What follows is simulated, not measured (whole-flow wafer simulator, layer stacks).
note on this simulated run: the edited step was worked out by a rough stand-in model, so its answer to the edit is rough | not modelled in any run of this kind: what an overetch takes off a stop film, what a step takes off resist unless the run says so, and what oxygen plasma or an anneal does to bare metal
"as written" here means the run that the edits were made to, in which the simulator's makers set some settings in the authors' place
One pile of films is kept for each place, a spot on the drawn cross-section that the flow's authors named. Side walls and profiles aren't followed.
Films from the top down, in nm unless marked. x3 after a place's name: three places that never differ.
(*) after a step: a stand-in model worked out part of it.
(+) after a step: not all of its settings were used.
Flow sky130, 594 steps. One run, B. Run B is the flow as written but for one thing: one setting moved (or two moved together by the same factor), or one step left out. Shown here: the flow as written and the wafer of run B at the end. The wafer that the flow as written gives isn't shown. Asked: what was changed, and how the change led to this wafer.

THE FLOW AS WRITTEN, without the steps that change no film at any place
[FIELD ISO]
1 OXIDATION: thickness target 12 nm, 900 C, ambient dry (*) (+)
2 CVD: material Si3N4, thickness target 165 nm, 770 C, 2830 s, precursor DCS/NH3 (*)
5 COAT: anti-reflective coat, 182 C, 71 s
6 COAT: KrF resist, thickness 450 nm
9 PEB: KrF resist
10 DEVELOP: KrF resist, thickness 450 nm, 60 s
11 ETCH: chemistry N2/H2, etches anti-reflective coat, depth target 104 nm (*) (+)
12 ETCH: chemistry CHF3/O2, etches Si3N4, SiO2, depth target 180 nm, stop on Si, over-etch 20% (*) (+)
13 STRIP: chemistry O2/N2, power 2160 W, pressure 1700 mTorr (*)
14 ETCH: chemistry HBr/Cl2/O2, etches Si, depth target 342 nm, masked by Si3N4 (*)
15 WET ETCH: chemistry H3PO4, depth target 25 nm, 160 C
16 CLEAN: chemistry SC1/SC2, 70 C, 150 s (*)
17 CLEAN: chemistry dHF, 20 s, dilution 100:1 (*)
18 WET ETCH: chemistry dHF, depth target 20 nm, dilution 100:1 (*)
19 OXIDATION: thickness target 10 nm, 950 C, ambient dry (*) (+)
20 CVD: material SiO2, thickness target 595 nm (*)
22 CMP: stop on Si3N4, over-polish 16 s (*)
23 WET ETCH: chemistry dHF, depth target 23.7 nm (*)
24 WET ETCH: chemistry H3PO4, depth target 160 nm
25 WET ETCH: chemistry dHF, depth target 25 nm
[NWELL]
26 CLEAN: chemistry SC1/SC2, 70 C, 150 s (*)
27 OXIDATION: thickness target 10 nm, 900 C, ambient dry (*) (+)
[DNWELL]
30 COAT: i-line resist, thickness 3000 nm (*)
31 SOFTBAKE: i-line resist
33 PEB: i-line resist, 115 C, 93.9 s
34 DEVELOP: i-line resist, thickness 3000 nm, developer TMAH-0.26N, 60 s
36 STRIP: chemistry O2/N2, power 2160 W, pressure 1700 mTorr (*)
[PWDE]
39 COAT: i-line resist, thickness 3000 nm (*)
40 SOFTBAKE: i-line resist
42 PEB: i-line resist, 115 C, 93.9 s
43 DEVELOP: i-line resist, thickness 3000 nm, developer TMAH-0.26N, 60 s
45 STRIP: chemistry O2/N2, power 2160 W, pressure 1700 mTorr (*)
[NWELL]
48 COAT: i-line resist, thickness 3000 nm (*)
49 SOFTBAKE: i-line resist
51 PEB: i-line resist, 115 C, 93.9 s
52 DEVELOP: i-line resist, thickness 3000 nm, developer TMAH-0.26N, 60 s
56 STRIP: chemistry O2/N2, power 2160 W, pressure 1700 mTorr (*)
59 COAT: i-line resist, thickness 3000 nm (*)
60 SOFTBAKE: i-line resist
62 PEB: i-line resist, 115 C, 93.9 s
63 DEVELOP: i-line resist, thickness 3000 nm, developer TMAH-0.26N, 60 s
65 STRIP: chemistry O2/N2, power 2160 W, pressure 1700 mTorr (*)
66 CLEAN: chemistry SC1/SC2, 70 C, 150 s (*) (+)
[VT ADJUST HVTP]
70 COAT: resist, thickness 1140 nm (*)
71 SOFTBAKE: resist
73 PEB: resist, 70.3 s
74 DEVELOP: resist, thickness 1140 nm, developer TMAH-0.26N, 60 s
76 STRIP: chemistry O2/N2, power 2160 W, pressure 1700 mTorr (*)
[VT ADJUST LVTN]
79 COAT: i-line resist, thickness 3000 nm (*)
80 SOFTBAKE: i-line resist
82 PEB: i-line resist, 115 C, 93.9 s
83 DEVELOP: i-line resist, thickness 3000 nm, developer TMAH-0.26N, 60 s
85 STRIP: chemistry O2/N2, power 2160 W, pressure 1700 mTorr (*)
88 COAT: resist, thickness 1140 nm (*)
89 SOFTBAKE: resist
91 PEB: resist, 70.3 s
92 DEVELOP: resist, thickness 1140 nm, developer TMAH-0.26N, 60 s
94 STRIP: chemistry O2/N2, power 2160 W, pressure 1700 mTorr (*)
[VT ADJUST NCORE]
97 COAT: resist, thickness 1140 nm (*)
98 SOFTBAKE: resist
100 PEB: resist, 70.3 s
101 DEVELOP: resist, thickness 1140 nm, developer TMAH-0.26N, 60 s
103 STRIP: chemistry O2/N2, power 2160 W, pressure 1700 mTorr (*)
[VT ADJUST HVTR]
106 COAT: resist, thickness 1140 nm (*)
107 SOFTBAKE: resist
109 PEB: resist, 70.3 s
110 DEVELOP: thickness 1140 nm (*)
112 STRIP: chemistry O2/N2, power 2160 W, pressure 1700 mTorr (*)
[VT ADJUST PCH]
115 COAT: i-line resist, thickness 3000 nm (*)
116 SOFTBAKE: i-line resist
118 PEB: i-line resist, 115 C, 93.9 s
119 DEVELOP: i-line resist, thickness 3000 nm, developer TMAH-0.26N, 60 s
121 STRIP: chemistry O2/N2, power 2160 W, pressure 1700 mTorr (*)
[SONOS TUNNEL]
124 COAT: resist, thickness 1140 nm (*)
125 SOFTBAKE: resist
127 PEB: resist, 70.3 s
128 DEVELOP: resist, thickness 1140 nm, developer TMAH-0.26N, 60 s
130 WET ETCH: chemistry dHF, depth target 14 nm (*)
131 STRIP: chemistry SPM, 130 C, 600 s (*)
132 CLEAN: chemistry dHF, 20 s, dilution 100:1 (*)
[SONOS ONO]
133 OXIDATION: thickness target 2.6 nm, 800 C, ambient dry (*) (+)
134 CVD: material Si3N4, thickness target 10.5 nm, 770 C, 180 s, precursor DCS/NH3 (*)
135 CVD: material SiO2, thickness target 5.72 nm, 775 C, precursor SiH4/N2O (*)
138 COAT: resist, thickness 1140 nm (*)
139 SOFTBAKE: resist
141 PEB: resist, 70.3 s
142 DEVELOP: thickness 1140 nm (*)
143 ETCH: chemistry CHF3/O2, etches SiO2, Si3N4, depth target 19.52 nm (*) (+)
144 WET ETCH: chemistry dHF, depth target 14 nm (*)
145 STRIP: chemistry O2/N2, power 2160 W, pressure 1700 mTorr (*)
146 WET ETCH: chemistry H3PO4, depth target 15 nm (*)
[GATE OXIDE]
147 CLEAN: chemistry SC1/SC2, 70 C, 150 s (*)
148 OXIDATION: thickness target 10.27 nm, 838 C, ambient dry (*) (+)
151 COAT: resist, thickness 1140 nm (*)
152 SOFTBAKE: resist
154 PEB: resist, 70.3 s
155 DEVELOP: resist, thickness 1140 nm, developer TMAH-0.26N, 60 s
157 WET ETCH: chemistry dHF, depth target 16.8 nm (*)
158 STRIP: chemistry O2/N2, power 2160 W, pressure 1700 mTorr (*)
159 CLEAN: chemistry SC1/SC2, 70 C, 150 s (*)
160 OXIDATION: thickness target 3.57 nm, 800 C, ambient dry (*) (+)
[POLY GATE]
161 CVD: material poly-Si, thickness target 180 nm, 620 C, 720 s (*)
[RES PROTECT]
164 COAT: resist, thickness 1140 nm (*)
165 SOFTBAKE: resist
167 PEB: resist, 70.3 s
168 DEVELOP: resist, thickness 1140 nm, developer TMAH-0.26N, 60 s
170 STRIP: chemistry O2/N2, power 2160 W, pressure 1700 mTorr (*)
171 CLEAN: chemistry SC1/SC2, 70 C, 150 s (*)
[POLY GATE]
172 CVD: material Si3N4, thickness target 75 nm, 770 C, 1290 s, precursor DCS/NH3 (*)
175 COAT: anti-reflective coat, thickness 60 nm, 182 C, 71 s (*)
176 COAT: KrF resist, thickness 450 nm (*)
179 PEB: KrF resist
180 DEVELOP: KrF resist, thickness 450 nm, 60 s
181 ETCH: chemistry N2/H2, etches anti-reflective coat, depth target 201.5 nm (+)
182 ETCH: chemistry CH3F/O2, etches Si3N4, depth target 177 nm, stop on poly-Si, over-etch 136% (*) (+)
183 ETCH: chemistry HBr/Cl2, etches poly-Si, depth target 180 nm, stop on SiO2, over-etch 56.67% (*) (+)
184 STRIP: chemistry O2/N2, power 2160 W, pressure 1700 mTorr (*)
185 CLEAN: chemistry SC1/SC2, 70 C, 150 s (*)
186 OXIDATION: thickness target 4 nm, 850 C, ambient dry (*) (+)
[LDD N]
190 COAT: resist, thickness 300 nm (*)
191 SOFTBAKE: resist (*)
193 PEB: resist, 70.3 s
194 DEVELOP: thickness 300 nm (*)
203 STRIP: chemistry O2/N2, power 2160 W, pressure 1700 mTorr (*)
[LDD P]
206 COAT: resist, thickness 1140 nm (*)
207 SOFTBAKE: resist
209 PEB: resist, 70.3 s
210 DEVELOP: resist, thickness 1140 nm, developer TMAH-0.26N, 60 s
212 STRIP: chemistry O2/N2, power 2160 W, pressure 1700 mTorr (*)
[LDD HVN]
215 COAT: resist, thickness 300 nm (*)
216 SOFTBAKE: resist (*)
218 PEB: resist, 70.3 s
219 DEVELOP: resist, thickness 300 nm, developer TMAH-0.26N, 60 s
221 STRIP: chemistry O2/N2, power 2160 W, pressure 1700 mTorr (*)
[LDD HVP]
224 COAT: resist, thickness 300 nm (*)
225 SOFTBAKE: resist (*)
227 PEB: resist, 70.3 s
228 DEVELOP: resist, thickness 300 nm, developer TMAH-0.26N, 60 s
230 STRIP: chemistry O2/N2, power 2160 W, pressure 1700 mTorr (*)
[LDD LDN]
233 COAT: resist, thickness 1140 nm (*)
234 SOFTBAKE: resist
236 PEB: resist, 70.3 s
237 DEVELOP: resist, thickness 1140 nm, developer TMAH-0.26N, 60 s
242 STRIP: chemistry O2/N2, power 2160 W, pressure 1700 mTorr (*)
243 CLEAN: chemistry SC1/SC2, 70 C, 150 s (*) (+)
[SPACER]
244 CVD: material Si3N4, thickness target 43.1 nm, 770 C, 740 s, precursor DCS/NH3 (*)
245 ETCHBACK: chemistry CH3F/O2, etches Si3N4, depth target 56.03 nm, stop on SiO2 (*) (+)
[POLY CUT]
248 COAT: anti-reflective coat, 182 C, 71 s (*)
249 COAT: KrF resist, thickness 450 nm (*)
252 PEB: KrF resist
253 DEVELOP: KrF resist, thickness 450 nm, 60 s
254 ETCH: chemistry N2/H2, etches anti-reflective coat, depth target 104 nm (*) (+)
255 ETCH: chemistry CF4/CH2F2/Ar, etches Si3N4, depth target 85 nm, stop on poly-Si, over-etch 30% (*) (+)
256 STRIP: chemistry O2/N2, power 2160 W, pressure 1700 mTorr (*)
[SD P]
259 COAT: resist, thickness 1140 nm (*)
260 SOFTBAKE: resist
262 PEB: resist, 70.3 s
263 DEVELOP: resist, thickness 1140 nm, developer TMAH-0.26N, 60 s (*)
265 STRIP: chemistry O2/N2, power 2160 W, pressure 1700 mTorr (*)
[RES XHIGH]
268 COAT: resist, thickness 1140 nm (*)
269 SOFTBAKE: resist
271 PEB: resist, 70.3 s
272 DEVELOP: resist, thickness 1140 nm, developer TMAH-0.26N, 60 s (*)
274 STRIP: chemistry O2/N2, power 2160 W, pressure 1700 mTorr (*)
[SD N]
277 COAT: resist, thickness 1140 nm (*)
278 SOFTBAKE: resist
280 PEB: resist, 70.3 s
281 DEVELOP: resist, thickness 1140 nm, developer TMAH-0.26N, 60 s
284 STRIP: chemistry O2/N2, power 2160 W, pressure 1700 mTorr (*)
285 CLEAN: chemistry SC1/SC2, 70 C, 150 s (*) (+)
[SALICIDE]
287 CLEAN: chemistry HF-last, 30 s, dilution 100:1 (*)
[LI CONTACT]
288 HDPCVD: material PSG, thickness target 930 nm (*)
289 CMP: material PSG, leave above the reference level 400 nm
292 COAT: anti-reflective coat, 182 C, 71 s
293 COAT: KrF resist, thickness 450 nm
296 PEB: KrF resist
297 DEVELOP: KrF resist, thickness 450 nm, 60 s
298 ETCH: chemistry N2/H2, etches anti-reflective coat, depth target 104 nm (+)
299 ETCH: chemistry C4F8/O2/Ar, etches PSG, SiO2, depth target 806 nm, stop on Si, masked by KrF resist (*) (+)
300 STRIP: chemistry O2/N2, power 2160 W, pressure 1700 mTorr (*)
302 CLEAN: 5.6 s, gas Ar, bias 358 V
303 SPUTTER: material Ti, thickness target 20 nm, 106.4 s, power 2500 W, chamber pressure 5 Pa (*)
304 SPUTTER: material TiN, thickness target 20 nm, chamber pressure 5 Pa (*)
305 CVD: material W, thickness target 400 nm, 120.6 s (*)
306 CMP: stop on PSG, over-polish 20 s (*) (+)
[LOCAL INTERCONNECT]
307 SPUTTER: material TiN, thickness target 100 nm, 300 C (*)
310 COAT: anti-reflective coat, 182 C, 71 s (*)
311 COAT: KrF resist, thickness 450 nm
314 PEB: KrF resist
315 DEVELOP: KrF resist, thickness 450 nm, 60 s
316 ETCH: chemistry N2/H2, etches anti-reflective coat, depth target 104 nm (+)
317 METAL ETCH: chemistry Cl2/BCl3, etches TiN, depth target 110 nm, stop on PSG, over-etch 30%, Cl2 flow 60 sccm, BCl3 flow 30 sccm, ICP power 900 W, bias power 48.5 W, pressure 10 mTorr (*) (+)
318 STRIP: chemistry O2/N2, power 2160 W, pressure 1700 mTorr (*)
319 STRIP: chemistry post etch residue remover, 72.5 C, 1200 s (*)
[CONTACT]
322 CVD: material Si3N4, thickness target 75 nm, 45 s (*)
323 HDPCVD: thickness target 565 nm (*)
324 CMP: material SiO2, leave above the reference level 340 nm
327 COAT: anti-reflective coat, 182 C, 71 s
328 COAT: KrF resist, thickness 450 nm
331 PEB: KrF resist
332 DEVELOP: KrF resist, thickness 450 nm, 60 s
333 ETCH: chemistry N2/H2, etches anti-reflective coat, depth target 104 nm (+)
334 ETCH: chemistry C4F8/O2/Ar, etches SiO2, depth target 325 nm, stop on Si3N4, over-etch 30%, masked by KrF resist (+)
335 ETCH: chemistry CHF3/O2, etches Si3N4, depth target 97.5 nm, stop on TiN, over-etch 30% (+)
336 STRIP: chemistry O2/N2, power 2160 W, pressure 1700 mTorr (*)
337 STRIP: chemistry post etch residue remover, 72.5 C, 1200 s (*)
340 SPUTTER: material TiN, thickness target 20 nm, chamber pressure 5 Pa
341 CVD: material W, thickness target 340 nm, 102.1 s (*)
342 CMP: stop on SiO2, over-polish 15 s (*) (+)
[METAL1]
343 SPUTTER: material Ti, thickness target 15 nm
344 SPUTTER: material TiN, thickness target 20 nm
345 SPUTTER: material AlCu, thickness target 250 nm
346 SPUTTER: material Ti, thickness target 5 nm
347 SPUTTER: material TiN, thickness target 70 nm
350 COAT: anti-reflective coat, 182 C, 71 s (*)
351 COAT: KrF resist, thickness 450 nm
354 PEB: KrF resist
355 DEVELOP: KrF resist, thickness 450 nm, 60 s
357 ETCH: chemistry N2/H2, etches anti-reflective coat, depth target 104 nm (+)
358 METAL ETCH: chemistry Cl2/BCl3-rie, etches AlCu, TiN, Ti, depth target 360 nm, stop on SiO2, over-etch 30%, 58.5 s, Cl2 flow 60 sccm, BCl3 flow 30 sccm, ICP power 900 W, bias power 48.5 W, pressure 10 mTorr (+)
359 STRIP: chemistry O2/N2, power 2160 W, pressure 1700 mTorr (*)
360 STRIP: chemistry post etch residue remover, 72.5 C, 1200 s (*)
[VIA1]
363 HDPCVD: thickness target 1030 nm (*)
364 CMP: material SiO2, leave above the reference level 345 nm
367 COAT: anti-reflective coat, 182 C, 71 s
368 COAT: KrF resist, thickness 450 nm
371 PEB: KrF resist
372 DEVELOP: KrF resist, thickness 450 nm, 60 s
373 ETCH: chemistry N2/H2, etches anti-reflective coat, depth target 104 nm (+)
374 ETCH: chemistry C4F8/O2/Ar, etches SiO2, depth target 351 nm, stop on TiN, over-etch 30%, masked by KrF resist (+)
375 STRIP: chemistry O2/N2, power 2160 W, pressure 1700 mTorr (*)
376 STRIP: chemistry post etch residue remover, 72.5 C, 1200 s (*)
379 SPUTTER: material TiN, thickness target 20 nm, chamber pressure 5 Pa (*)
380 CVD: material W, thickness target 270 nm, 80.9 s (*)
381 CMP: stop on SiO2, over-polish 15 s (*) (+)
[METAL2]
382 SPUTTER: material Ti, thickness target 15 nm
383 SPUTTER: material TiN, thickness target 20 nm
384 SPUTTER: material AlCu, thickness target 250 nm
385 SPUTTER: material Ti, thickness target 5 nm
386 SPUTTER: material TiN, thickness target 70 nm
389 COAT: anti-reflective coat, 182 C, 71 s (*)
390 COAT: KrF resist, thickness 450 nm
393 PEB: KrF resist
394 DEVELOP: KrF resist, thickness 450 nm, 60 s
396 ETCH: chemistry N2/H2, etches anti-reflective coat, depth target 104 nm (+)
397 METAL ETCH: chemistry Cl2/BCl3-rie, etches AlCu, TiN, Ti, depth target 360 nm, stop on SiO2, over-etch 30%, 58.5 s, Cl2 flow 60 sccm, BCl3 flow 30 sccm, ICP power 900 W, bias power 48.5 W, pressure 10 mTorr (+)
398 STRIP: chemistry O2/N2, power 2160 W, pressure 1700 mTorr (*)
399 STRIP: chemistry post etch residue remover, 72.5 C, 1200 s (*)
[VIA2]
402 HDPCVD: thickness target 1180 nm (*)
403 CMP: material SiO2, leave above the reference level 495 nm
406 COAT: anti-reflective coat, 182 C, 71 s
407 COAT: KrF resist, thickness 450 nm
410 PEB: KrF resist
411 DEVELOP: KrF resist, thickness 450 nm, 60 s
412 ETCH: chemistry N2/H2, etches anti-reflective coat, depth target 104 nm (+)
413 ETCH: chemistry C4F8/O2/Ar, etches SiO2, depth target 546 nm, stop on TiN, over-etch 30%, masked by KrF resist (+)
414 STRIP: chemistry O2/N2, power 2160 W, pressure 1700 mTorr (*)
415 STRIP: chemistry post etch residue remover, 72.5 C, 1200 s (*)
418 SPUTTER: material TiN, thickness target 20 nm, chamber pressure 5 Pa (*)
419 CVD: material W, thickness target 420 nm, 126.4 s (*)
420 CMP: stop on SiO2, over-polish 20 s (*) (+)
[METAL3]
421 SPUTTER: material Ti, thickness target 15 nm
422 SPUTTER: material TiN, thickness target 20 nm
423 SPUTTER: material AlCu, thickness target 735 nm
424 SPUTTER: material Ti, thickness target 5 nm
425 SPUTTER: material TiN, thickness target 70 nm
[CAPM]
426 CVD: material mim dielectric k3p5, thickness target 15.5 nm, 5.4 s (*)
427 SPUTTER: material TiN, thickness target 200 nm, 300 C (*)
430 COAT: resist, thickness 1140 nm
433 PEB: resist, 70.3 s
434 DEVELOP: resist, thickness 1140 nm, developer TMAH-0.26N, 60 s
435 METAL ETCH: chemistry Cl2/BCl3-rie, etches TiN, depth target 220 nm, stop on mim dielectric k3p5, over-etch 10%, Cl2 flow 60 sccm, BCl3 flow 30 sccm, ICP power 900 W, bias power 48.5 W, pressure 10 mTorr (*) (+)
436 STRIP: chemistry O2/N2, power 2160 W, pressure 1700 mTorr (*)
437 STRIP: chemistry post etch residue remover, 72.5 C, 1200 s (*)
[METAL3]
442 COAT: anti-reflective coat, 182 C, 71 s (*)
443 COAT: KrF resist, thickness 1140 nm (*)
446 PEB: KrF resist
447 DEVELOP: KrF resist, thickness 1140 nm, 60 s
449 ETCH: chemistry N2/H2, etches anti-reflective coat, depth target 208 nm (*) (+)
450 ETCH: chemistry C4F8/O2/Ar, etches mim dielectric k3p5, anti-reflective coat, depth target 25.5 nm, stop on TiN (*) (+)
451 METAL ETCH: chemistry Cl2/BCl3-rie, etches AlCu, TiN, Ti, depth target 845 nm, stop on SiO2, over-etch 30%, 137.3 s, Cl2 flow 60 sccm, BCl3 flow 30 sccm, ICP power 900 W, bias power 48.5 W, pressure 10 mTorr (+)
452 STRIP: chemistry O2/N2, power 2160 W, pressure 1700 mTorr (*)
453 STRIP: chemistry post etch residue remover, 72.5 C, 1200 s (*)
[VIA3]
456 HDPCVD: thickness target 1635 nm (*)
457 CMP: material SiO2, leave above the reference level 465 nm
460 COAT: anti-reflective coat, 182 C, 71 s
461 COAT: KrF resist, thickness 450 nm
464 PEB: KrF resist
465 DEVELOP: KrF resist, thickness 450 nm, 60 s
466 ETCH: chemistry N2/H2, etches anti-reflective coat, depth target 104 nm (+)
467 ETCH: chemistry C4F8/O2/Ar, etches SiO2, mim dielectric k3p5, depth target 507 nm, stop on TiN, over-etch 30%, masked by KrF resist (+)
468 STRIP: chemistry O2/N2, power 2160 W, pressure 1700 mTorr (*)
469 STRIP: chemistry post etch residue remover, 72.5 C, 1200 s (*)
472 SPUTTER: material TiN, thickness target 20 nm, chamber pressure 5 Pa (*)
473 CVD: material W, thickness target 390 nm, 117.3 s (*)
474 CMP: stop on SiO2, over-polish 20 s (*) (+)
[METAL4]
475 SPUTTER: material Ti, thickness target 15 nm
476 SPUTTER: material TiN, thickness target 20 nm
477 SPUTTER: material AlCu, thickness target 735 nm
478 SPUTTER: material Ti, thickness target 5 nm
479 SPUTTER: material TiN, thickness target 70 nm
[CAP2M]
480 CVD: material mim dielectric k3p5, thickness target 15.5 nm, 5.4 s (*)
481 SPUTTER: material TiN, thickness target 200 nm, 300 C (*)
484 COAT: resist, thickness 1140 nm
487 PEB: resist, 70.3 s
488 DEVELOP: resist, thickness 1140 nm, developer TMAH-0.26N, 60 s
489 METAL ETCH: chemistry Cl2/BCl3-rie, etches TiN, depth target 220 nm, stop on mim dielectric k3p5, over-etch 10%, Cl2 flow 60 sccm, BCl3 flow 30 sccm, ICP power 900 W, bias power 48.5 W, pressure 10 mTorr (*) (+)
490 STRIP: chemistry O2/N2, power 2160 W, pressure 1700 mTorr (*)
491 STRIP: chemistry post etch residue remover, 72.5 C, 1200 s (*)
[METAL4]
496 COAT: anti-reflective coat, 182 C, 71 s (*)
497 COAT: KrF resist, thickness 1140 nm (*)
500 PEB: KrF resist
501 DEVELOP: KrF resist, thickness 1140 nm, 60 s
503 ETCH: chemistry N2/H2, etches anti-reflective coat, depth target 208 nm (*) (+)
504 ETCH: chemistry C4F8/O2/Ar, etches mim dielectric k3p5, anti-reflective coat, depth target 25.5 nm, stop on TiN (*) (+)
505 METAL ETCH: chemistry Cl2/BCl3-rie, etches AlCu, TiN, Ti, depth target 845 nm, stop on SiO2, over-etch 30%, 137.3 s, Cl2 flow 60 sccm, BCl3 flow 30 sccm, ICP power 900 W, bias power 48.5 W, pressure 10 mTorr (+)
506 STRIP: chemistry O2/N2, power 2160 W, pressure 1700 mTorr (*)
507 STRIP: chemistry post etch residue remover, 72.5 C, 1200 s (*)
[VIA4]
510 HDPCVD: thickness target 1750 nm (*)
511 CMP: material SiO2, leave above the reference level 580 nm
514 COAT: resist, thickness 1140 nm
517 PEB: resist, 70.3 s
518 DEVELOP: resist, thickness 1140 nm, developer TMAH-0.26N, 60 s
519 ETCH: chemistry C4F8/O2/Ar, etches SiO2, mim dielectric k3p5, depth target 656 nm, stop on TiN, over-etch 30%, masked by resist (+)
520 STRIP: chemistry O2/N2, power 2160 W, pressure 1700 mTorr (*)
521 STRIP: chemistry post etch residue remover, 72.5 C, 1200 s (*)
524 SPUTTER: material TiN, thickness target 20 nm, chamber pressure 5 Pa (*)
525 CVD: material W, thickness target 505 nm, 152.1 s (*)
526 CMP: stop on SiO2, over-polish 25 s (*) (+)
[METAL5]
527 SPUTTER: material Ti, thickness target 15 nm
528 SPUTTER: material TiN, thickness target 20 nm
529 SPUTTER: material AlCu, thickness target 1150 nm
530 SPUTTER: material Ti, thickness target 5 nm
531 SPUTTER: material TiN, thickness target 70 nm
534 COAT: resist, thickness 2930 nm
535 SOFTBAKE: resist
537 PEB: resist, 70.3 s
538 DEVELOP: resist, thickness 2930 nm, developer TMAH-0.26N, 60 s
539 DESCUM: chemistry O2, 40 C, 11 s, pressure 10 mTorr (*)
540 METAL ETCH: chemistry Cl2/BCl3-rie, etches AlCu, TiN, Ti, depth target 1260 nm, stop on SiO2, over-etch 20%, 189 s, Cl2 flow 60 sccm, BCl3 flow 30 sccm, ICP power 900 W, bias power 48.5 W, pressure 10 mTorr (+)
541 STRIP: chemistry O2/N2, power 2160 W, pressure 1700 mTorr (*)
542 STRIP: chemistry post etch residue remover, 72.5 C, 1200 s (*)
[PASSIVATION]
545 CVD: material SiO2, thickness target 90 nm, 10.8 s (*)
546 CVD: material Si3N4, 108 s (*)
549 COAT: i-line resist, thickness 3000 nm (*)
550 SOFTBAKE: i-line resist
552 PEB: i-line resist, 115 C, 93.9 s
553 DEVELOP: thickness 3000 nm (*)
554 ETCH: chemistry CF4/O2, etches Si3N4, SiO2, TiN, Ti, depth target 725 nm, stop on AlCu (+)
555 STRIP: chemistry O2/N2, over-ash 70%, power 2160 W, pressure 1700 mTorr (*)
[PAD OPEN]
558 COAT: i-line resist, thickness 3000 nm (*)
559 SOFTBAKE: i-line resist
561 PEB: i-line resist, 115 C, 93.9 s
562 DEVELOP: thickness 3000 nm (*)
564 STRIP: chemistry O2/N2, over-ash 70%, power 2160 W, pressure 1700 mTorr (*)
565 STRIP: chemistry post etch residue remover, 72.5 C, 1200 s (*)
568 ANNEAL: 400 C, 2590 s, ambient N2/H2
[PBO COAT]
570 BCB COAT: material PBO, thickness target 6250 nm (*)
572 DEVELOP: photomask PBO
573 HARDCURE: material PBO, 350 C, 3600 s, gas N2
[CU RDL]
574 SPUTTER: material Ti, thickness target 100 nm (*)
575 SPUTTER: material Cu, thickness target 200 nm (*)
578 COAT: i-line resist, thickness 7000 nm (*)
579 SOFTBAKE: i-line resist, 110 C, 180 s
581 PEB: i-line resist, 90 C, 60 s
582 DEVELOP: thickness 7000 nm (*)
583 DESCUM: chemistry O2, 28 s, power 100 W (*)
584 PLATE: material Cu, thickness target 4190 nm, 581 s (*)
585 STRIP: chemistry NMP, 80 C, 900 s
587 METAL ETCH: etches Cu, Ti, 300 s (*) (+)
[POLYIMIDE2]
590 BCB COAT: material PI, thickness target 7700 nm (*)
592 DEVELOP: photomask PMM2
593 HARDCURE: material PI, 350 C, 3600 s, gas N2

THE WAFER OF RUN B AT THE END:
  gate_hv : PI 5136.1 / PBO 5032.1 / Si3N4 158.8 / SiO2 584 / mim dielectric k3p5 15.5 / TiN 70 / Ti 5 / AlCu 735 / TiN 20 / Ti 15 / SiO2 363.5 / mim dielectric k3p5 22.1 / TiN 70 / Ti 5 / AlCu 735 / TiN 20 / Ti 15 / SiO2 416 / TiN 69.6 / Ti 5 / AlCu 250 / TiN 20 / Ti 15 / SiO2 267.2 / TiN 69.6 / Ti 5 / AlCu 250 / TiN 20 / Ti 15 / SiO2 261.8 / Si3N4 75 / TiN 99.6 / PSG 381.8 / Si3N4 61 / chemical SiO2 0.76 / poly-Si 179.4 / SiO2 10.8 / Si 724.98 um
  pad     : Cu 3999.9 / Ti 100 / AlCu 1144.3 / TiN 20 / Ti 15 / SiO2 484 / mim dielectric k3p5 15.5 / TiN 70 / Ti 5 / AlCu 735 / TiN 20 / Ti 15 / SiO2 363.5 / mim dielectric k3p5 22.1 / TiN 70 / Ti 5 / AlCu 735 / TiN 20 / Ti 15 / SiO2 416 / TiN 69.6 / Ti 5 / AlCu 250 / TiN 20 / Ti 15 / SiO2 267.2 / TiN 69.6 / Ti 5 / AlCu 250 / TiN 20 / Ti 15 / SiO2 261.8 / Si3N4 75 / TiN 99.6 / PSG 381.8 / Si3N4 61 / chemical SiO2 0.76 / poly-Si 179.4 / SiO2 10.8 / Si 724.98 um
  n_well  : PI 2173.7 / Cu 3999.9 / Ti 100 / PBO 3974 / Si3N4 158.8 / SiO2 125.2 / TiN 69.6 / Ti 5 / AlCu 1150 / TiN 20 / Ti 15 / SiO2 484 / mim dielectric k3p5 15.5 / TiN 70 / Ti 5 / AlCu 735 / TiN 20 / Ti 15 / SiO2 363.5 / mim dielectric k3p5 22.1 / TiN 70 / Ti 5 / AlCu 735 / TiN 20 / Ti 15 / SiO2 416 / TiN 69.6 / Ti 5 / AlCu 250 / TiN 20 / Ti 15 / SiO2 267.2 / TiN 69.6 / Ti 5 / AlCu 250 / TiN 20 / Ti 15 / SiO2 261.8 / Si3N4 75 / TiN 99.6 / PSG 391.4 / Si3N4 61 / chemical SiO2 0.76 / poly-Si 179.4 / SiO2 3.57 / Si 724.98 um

The cause: step 426, CVD: thickness target 22.1 nm was run, where the flow has thickness target 15.5 nm; step 426, CVD: 7.7 s was run, where the flow has 5.4 s.
It can be read off the wafer: gate_hv has mim dielectric k3p5 22.1, and step 426 as written asks for 15.5 nm.

How the change led to this, step by step:
  426 CVD: material mim dielectric k3p5, thickness target 15.5 nm, 5.4 s (*)
      field, active, n_well and 188 more: mim dielectric k3p5 +22.1 (new film) (as written it would be: mim dielectric k3p5 +15.5 (new film))
  450 ETCH: chemistry C4F8/O2/Ar, etches mim dielectric k3p5, anti-reflective coat, depth target 25.5 nm, stop on TiN (*) (+)
      n_well, p_well, gate_hv and 104 more: KrF resist -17 (as written it would be: KrF resist -15.5)
      field, active, gate and 82 more: mim dielectric k3p5 -22.1 (all of it) (as written it would be: mim dielectric k3p5 -15.5 (all of it))
  467 ETCH: chemistry C4F8/O2/Ar, etches SiO2, mim dielectric k3p5, depth target 507 nm, stop on TiN, over-etch 30%, masked by KrF resist (+)
      m1: SiO2 -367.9 (all of it), mim dielectric k3p5 -22.1 (all of it) (as written it would be: SiO2 -374.5 (all of it), mim dielectric k3p5 -15.5 (all of it))
      via3_hole: SiO2 -367.3 (all of it), mim dielectric k3p5 -22.1 (all of it) (as written it would be: SiO2 -373.9 (all of it), mim dielectric k3p5 -15.5 (all of it))
